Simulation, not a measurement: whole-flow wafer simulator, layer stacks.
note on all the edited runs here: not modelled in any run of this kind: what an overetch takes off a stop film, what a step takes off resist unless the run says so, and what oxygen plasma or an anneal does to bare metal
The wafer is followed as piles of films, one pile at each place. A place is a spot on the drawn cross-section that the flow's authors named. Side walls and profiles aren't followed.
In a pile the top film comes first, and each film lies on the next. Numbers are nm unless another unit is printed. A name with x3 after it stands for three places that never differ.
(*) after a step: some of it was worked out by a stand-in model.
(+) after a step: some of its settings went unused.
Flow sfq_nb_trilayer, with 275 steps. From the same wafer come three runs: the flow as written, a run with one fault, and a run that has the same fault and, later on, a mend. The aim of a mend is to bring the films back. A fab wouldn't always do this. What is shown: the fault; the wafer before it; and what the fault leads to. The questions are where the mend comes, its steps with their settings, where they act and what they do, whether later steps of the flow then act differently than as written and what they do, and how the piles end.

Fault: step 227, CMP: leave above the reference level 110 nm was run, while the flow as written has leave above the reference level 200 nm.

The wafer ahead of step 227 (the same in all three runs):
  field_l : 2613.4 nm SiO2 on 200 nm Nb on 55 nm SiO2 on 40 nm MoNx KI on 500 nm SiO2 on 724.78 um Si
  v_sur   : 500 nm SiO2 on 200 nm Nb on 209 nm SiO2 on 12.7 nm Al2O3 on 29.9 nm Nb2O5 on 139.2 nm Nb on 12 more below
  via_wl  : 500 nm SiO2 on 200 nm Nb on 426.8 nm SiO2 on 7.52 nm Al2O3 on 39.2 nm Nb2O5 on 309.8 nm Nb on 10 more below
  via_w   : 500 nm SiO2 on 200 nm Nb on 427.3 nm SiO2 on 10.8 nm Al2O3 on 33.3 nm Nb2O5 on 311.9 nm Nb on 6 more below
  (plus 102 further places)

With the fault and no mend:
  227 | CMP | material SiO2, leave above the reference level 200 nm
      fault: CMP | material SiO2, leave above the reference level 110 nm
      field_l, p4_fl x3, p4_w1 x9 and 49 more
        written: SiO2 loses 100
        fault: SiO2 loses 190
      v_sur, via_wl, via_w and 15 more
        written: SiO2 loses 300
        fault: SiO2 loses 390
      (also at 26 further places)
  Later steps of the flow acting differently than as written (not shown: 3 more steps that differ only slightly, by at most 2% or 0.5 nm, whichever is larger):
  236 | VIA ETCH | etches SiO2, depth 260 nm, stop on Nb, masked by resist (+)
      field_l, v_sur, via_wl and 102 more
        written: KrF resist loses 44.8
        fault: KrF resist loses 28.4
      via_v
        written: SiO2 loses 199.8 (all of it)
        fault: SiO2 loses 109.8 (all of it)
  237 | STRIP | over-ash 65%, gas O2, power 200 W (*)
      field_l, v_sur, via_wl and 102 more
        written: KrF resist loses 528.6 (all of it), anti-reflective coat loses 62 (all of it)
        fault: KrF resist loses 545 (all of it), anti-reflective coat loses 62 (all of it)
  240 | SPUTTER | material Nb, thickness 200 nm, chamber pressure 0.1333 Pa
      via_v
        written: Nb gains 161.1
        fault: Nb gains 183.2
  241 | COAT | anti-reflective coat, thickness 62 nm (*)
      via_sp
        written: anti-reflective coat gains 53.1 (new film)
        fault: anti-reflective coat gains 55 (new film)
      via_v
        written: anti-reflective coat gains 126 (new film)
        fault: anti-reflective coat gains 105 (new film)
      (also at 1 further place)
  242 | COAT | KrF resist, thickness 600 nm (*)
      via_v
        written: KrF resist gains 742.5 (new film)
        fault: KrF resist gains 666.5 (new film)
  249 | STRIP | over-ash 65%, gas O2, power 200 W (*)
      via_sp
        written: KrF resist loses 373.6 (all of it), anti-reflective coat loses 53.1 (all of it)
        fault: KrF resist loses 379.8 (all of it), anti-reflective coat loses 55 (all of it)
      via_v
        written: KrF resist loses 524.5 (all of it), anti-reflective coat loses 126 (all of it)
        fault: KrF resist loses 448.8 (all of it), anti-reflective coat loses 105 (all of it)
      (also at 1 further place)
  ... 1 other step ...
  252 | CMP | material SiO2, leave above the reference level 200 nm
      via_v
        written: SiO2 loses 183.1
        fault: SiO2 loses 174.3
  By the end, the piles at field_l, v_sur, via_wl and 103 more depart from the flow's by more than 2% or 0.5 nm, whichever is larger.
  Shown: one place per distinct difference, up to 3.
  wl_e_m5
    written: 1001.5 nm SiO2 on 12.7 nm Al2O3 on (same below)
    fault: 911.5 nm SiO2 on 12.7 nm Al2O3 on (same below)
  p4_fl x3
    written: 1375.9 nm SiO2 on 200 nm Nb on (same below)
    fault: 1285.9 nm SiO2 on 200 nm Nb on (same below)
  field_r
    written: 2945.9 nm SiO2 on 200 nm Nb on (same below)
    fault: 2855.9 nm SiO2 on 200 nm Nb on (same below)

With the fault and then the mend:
  The mend follows step 234.
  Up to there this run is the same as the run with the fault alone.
  234a | STRIP | over-ash 65%, gas O2, power 200 W (*)
      field_l, v_sur, via_wl and 102 more
        KrF resist loses 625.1 (all of it), anti-reflective coat loses 62 (all of it)
      via_v
        anti-reflective coat loses 62 (all of it)
  234b | PECVD | material SiO2, thickness 90 nm, 150 C, 20 s, RF power 183.3 W, pressure 2.4 Torr, precursor SiH4/N2O (the flow's step 226, run once more with other settings)
      field_l, v_sur, via_wl and 103 more
        SiO2 gains 90
  234c | COAT | anti-reflective coat, thickness 62 nm (the flow's step 229, run once more)
      field_l, v_sur, via_wl and 103 more
        anti-reflective coat gains 62 (new film)
  234d | COAT | KrF resist, thickness 650 nm (the flow's step 230, run once more)
      field_l, v_sur, via_wl and 103 more
        KrF resist gains 650 (new film)
  234e | SOFTBAKE | KrF resist (the flow's step 231, run once more)
      does not change any film at any place that is followed
  234f | EXPOSE | photomask I6, dose 11.91 mJ/cm2, NA 0.6, wavelength 248 nm (*) (the flow's step 232, run once more)
      does not change any film at any place that is followed
  234g | PEB | KrF resist, 90 s (the flow's step 233, run once more)
      field_l, v_sur, via_wl and 103 more
        KrF resist loses 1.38
  234h | DEVELOP | KrF resist, thickness 650 nm, 60 s (the flow's step 234, run once more)
      field_l, v_sur, via_wl and 102 more
        KrF resist loses 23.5
      via_v
        KrF resist loses 648.6 (all of it)
  None of the later steps of the flow differs from how it acts as written, at any place that is followed, by more than 2% or 0.5 nm, whichever is larger.
  By the end, the piles equal the flow's at every place that both follow.
